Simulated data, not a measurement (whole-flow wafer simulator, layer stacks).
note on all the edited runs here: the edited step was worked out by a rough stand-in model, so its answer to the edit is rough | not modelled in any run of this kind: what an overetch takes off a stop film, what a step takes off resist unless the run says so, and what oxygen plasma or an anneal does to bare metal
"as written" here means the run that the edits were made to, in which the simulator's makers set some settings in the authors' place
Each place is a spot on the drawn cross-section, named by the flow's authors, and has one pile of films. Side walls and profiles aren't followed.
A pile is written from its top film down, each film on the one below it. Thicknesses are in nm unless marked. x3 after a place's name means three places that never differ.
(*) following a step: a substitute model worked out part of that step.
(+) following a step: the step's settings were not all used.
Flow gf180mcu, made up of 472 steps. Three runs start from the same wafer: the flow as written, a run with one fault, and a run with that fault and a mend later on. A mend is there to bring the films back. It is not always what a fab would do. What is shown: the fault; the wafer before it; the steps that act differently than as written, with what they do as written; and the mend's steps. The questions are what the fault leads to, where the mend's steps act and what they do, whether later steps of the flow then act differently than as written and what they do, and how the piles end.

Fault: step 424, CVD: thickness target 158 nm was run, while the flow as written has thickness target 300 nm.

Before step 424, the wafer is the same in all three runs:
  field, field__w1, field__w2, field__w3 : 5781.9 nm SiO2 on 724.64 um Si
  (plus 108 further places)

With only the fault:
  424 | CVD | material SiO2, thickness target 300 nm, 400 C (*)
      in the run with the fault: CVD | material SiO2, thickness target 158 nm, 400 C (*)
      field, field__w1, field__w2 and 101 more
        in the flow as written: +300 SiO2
        in the run with the fault: +158 SiO2
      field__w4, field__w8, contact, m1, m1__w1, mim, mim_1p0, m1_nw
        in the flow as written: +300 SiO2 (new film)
        in the run with the fault: +158 SiO2 (new film)
  Steps further on in the flow that do not act as written (1 more step, not shown, differs only slightly: by at most 2% or 0.5 nm, whichever is larger):
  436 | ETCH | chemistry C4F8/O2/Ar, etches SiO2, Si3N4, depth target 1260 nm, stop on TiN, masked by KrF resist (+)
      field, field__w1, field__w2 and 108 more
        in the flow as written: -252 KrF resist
        in the run with the fault: -218.8 KrF resist
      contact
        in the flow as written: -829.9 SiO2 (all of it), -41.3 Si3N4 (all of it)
        in the run with the fault: -687.9 SiO2 (all of it), -41.3 Si3N4 (all of it)
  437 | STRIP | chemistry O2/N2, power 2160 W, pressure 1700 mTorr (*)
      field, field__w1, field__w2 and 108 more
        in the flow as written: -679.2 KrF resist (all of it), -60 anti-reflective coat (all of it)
        in the run with the fault: -712.4 KrF resist (all of it), -60 anti-reflective coat (all of it)
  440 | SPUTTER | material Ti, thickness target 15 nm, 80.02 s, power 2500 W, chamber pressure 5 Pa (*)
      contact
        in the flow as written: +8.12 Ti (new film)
        in the run with the fault: +8.81 Ti (new film)
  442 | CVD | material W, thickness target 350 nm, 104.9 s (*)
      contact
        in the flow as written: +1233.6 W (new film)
        in the run with the fault: +1090.4 W (new film)
  By the end, the piles at field__w4, field__w8, contact and 9 more depart from the flow's by more than 2% or 0.5 nm, whichever is larger.
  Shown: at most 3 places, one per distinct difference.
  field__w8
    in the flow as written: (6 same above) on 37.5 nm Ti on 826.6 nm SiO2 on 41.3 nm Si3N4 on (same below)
    in the run with the fault: (6 same above) on 37.5 nm Ti on 684.6 nm SiO2 on 41.3 nm Si3N4 on (same below)
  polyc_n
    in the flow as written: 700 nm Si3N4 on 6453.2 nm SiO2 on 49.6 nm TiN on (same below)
    in the run with the fault: 700 nm Si3N4 on 6311.2 nm SiO2 on 49.6 nm TiN on (same below)
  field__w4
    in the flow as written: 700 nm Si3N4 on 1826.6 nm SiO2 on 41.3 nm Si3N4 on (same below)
    in the run with the fault: 700 nm Si3N4 on 1684.6 nm SiO2 on 41.3 nm Si3N4 on (same below)

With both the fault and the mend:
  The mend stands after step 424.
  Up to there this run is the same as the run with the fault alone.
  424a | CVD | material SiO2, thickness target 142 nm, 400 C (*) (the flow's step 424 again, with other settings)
      field, field__w1, field__w2 and 109 more
        +142 SiO2
  None of the later steps of the flow acts differently than as written at any place that is followed.
  The piles end the same as the flow's at every place that both follow.
